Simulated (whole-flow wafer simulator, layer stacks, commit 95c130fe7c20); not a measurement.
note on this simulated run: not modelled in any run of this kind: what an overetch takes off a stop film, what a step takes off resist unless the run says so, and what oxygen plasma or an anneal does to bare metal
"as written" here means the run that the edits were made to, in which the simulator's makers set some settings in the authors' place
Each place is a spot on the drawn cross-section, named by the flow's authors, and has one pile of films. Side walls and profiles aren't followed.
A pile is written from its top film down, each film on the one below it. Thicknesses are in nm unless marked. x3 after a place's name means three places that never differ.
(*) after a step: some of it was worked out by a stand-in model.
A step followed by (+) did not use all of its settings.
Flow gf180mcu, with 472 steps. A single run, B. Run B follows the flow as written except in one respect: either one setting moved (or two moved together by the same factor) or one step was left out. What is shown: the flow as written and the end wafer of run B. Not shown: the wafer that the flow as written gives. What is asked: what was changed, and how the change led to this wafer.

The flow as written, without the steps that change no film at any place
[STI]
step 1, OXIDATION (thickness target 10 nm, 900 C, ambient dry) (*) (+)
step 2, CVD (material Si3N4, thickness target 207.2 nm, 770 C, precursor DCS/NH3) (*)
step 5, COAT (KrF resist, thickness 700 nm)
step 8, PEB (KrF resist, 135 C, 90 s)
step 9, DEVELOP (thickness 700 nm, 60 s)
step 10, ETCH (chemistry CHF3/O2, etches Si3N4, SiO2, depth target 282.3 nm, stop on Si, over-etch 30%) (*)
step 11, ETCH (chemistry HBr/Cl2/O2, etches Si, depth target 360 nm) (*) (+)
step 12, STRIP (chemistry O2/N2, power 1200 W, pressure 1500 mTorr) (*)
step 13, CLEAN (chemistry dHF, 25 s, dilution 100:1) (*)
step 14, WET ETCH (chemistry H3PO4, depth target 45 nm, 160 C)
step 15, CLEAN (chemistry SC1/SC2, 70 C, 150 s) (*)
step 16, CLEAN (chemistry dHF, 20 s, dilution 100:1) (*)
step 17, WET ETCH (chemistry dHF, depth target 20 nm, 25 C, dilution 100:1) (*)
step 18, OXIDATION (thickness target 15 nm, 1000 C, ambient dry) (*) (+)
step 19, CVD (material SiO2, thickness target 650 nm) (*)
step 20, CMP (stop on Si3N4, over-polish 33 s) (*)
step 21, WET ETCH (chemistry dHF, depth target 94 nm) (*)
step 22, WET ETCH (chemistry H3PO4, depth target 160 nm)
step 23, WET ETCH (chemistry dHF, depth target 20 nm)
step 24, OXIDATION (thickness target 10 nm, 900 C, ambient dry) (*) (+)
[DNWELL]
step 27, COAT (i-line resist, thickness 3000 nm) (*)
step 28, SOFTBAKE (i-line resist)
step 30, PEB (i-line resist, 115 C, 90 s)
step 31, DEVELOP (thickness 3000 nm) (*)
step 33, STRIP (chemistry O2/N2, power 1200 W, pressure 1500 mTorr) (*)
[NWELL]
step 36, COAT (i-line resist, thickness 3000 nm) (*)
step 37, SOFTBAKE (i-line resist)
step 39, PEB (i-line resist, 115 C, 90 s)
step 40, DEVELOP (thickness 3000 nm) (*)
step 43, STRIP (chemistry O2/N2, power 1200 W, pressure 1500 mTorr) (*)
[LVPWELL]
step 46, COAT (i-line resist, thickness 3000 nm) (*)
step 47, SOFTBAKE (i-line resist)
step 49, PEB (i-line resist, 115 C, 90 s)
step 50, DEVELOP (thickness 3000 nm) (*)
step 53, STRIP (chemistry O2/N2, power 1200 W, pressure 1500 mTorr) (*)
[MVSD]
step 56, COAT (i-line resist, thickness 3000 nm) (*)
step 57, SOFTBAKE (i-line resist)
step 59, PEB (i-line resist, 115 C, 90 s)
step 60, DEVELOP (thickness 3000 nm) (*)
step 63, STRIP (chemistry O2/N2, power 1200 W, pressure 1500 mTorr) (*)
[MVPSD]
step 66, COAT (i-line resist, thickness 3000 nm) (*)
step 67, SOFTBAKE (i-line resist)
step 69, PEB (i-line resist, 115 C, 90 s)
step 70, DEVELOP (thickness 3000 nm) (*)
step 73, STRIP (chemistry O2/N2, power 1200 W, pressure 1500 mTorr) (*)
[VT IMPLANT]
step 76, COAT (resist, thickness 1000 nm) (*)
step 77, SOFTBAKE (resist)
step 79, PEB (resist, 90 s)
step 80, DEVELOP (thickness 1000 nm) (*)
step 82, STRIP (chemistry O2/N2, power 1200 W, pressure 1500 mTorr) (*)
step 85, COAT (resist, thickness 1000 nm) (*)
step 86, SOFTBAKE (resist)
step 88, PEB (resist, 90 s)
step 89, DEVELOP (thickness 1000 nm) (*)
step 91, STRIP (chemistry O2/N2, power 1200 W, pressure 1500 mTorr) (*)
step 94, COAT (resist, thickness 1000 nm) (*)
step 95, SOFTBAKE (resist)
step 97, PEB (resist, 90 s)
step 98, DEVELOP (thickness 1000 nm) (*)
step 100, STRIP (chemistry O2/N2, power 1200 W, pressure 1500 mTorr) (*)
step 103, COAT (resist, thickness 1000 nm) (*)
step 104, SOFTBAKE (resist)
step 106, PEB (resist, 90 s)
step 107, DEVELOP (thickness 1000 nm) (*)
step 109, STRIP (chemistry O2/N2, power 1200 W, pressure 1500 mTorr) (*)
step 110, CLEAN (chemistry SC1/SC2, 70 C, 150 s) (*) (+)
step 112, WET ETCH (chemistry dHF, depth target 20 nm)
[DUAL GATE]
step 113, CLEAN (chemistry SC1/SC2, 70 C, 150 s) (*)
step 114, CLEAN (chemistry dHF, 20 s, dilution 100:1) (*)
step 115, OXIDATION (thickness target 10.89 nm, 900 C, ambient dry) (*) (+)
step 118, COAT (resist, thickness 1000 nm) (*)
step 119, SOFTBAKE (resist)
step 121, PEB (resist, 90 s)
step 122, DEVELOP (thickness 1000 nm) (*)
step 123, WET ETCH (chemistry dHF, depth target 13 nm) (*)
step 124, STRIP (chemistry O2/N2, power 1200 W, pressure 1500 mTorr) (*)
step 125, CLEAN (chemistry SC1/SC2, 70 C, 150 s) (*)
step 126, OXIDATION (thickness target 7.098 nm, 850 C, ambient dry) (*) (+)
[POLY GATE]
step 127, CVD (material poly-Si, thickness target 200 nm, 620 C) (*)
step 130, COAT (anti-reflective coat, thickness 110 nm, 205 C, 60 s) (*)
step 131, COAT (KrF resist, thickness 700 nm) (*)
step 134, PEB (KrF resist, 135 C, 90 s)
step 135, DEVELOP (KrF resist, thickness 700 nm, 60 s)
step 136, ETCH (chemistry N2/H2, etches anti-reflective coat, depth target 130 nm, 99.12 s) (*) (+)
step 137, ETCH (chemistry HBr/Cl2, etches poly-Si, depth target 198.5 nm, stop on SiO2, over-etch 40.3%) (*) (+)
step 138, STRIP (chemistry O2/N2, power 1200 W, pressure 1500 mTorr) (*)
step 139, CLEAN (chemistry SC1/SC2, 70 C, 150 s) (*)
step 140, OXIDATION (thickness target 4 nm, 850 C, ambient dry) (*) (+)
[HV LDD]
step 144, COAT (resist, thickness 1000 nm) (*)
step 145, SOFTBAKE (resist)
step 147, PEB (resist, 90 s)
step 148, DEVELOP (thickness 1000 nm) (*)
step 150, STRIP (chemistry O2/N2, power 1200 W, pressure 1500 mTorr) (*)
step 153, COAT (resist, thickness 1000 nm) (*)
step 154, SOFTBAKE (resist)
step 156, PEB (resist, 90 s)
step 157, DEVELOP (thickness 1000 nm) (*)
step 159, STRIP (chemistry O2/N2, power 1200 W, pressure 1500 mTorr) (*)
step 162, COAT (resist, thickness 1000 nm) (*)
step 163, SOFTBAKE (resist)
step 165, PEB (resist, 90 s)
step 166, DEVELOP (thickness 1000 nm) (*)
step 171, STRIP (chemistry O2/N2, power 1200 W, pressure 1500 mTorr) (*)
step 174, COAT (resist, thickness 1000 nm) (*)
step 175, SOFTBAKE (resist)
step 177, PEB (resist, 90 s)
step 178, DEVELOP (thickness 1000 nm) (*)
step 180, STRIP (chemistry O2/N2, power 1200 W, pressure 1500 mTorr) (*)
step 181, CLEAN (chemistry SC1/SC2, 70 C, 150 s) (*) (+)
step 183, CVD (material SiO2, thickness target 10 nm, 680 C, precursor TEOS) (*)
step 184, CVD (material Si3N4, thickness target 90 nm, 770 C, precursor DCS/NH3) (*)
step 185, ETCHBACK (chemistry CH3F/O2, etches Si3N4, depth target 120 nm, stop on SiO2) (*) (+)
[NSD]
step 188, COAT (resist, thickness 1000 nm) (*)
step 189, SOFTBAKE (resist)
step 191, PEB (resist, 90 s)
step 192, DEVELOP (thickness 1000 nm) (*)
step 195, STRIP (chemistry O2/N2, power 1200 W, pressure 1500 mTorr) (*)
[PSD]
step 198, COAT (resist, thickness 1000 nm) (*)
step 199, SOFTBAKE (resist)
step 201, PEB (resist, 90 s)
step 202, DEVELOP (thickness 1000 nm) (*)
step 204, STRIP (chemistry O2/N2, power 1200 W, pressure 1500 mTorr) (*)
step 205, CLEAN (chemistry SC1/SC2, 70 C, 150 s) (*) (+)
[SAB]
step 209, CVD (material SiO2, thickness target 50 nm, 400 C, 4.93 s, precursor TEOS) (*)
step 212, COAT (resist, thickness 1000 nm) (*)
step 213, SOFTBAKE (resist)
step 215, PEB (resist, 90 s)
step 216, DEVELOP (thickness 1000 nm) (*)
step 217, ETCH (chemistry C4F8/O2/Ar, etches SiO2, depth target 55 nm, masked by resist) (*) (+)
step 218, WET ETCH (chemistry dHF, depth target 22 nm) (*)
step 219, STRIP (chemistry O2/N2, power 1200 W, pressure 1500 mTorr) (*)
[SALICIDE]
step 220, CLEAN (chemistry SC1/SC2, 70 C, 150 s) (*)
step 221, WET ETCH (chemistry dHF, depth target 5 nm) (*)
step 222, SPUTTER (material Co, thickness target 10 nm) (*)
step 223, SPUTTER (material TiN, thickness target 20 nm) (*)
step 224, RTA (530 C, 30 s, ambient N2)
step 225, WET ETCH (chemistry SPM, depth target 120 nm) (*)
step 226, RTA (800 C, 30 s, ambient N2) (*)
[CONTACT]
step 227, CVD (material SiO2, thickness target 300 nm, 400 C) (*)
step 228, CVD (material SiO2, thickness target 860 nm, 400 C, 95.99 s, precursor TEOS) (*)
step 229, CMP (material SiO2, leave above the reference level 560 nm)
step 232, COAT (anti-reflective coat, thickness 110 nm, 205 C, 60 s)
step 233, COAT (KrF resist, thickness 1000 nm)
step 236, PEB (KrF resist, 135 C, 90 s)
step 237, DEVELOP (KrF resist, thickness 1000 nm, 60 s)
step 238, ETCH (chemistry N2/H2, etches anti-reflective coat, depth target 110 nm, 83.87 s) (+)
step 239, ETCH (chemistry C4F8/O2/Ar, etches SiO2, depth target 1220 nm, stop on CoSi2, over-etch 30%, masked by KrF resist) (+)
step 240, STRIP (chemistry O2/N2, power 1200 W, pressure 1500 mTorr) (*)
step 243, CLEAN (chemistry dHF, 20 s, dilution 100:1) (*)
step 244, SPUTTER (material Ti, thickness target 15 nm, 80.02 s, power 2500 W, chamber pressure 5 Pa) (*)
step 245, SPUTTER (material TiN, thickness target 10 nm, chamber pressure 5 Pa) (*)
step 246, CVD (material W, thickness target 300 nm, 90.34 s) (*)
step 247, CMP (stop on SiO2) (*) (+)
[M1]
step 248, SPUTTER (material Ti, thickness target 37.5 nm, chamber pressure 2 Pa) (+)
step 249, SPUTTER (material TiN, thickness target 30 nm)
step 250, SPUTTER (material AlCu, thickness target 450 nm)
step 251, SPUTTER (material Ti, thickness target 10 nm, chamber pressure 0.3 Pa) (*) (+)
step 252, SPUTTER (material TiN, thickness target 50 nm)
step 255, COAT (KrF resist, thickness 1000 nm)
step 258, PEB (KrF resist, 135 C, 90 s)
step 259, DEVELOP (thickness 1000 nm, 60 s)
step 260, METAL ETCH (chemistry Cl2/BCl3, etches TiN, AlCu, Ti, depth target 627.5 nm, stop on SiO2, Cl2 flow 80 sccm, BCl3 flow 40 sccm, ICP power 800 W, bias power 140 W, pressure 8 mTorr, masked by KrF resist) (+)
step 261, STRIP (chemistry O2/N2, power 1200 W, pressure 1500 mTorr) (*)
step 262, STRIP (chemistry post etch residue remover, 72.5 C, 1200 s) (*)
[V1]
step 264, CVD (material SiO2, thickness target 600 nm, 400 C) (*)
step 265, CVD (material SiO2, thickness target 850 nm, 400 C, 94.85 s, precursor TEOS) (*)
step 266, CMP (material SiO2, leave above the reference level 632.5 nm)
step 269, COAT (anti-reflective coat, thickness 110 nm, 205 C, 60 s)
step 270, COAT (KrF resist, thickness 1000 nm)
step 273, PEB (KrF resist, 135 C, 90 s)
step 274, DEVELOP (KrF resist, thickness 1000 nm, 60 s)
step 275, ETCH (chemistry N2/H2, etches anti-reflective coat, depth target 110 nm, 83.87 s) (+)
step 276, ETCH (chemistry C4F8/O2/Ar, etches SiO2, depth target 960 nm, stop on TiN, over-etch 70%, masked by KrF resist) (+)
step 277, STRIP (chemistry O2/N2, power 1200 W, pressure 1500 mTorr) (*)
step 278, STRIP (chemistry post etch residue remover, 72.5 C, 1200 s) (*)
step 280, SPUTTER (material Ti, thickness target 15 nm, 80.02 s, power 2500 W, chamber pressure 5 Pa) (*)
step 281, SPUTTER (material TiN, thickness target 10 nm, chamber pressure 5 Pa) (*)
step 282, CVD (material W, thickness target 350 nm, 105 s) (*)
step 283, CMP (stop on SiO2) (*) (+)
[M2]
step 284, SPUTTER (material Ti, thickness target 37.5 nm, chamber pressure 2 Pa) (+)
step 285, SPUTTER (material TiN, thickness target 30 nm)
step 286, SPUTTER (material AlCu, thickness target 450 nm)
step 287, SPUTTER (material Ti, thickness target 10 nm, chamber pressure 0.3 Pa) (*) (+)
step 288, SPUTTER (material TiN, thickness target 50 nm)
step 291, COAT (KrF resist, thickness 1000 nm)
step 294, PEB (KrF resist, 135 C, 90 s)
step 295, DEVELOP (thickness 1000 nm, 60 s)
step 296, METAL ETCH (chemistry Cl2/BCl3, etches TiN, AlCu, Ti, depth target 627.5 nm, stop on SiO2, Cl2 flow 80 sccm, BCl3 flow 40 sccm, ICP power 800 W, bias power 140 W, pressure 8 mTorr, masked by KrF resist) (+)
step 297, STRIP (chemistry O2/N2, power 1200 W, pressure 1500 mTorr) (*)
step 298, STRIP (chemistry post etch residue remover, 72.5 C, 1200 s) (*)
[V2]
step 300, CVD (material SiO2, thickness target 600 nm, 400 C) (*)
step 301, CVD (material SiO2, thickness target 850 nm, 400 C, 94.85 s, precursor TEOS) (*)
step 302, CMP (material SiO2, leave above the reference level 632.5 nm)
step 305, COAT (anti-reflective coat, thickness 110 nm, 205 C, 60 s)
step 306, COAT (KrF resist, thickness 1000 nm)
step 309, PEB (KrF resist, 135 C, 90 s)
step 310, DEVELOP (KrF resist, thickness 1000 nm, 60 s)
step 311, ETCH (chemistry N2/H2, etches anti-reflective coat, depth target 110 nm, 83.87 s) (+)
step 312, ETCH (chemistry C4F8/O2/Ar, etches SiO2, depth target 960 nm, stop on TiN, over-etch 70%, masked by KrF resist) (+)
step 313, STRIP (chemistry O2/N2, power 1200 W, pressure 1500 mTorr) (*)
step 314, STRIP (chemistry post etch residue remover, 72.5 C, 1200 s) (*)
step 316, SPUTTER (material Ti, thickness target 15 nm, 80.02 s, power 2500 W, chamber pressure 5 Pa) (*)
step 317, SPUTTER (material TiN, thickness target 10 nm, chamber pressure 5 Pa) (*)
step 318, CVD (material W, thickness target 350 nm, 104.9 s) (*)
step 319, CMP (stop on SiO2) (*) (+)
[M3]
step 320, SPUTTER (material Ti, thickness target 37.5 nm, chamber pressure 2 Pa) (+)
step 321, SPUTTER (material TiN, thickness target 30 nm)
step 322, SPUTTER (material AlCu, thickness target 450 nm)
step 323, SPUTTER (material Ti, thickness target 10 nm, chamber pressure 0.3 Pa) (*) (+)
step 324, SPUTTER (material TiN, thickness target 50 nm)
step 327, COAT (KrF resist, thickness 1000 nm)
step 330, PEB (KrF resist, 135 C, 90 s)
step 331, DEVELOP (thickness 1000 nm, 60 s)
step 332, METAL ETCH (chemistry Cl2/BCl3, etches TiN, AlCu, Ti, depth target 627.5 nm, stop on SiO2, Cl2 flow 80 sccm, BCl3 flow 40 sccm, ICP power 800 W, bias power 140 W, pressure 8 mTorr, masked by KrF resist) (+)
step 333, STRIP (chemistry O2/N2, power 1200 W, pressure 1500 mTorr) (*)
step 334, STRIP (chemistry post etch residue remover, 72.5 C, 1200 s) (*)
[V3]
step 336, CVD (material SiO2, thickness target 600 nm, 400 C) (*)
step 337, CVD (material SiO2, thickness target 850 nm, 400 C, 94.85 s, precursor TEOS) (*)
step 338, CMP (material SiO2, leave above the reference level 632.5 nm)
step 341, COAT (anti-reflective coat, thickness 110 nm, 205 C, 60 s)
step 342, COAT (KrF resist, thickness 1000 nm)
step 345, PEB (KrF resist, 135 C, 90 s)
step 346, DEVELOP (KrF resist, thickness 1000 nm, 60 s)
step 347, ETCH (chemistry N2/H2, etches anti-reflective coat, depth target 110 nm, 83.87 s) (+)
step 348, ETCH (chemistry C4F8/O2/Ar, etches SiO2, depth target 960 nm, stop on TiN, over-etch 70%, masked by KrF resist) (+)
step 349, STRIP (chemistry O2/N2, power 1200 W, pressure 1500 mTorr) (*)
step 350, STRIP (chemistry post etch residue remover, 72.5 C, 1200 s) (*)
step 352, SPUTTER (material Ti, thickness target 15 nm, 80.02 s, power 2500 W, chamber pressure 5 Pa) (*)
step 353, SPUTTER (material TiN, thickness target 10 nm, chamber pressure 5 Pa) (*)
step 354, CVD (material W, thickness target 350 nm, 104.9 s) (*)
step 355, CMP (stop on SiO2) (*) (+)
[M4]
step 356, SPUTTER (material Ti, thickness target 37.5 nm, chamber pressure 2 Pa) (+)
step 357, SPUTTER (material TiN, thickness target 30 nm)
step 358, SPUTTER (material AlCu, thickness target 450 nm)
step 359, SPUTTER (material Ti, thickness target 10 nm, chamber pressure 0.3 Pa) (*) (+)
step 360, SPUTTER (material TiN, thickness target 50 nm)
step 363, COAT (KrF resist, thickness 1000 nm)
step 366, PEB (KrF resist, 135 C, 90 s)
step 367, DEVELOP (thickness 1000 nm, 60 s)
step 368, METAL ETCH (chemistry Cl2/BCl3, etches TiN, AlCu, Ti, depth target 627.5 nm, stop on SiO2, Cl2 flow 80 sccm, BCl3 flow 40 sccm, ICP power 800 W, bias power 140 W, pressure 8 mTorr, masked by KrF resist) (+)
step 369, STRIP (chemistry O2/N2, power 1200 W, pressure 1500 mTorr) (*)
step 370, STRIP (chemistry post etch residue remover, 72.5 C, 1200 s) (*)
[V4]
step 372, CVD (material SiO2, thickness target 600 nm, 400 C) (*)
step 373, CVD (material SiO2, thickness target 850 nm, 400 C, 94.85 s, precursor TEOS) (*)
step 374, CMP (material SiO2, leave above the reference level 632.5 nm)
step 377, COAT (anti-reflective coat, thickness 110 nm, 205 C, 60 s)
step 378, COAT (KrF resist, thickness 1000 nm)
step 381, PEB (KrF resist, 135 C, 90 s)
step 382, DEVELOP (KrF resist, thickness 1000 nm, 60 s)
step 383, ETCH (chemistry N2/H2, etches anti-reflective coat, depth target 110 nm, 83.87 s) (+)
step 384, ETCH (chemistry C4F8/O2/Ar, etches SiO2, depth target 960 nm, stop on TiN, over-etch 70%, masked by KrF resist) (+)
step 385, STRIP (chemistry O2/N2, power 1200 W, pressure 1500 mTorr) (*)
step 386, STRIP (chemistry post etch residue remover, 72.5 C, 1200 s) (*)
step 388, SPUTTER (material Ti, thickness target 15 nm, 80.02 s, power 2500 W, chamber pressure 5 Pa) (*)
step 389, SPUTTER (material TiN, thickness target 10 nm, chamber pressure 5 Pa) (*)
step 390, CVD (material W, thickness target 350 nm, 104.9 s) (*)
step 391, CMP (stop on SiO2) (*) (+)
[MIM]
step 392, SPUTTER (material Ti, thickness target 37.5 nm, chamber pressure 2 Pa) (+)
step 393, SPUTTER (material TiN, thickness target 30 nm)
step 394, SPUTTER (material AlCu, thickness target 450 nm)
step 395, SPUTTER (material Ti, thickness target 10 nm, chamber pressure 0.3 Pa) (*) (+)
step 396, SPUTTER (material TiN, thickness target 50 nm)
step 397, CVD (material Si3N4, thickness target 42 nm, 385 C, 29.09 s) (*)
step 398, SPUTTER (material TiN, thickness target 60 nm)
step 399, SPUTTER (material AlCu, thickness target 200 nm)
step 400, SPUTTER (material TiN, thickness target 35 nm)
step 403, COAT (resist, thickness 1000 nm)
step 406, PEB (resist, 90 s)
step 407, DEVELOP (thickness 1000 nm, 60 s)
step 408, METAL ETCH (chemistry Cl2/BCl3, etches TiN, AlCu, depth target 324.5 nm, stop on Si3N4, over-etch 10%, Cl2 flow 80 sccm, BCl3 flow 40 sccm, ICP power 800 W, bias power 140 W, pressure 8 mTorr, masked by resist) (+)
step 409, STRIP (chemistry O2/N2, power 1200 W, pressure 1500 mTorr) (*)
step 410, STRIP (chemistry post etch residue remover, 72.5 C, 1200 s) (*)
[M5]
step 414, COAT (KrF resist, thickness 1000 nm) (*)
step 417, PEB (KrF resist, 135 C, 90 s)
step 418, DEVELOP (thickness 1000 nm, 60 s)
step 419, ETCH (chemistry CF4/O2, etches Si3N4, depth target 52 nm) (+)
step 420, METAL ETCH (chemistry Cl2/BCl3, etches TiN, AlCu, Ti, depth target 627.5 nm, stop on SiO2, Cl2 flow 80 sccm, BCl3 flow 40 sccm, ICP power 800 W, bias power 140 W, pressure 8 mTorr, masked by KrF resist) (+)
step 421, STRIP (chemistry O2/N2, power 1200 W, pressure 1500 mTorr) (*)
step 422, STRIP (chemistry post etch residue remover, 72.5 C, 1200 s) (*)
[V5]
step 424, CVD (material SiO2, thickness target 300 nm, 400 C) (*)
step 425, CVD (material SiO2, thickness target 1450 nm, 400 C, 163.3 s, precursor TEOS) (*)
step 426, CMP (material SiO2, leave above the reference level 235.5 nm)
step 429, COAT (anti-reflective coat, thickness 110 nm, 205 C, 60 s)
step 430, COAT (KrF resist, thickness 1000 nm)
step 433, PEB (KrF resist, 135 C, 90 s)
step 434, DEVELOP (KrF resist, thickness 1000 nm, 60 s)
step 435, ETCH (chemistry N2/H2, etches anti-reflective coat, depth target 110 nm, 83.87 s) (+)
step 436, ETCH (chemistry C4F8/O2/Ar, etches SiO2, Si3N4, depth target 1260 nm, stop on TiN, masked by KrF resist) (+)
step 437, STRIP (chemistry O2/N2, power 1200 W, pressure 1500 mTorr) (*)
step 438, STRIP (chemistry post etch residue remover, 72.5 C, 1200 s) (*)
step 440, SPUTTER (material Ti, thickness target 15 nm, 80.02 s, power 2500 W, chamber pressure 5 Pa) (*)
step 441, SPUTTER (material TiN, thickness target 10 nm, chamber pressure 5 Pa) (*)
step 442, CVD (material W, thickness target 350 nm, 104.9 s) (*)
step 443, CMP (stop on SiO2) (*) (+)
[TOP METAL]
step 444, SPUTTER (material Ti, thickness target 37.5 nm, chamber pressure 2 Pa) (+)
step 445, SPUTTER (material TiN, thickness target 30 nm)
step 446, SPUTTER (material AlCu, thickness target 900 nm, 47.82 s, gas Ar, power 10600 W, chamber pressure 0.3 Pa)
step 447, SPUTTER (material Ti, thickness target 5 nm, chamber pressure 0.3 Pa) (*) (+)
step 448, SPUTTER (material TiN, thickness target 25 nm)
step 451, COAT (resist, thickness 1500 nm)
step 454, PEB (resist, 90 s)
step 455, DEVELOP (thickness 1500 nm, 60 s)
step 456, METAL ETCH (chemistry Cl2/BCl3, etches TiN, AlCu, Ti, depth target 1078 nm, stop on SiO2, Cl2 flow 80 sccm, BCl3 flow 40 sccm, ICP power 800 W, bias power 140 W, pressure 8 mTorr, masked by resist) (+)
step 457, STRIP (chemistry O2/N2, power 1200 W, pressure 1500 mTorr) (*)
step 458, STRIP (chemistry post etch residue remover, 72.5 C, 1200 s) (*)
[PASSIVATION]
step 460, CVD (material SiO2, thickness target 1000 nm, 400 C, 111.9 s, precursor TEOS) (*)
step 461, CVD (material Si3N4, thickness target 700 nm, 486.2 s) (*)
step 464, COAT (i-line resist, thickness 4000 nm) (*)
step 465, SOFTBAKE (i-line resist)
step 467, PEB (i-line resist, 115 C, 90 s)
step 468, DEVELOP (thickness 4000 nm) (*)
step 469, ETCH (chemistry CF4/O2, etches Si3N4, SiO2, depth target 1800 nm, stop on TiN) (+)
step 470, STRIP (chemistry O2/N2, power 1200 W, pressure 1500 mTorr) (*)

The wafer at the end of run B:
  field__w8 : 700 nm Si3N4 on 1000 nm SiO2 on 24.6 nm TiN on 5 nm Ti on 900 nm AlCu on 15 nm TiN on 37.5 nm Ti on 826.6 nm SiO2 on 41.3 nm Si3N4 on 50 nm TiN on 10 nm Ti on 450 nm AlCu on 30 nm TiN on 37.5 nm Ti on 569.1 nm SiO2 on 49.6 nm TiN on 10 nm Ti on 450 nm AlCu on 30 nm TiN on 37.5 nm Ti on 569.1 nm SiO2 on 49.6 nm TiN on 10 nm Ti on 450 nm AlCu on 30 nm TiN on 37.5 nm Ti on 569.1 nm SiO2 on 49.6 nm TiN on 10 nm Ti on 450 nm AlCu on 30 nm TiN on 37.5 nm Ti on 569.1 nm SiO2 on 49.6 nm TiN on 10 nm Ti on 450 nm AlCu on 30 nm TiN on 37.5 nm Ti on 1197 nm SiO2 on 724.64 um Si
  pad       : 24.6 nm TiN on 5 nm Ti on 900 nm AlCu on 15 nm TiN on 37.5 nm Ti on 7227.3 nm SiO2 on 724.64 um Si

What caused this: step 445, SPUTTER: thickness target 15 nm was run, whereas the flow has thickness target 30 nm.
The wafer itself shows it: field__w8 has TiN 15, and step 445 as written asks for 30 nm.

The path from the change to this, step by step:
  step 445, SPUTTER (material TiN, thickness target 30 nm)
      field, field__w1, field__w2 and 109 more: +15 TiN (new film) (in the flow as written it would be: +30 TiN (new film))
  step 456, METAL ETCH (chemistry Cl2/BCl3, etches TiN, AlCu, Ti, depth target 1078 nm, stop on SiO2, Cl2 flow 80 sccm, BCl3 flow 40 sccm, ICP power 800 W, bias power 140 W, pressure 8 mTorr, masked by resist) (+)
      field, field__w1, field__w2 and 103 more: -25 TiN (all of it), -5 Ti (all of it), -900 AlCu (all of it), -15 TiN (all of it), -37.5 Ti (all of it) (in the flow as written it would be: -25 TiN (all of it), -5 Ti (all of it), -900 AlCu (all of it), -30 TiN (all of it), -37.5 Ti (all of it))
  step 465, SOFTBAKE (i-line resist)
      field__w11, nw_enc_fld_lv__w4: +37 i-line resist (in the flow as written it would be: +37.9 i-line resist)
      active_hv, ld_gate_n: +27.5 i-line resist (in the flow as written it would be: +28.2 i-line resist)
      (also at 57 further places)
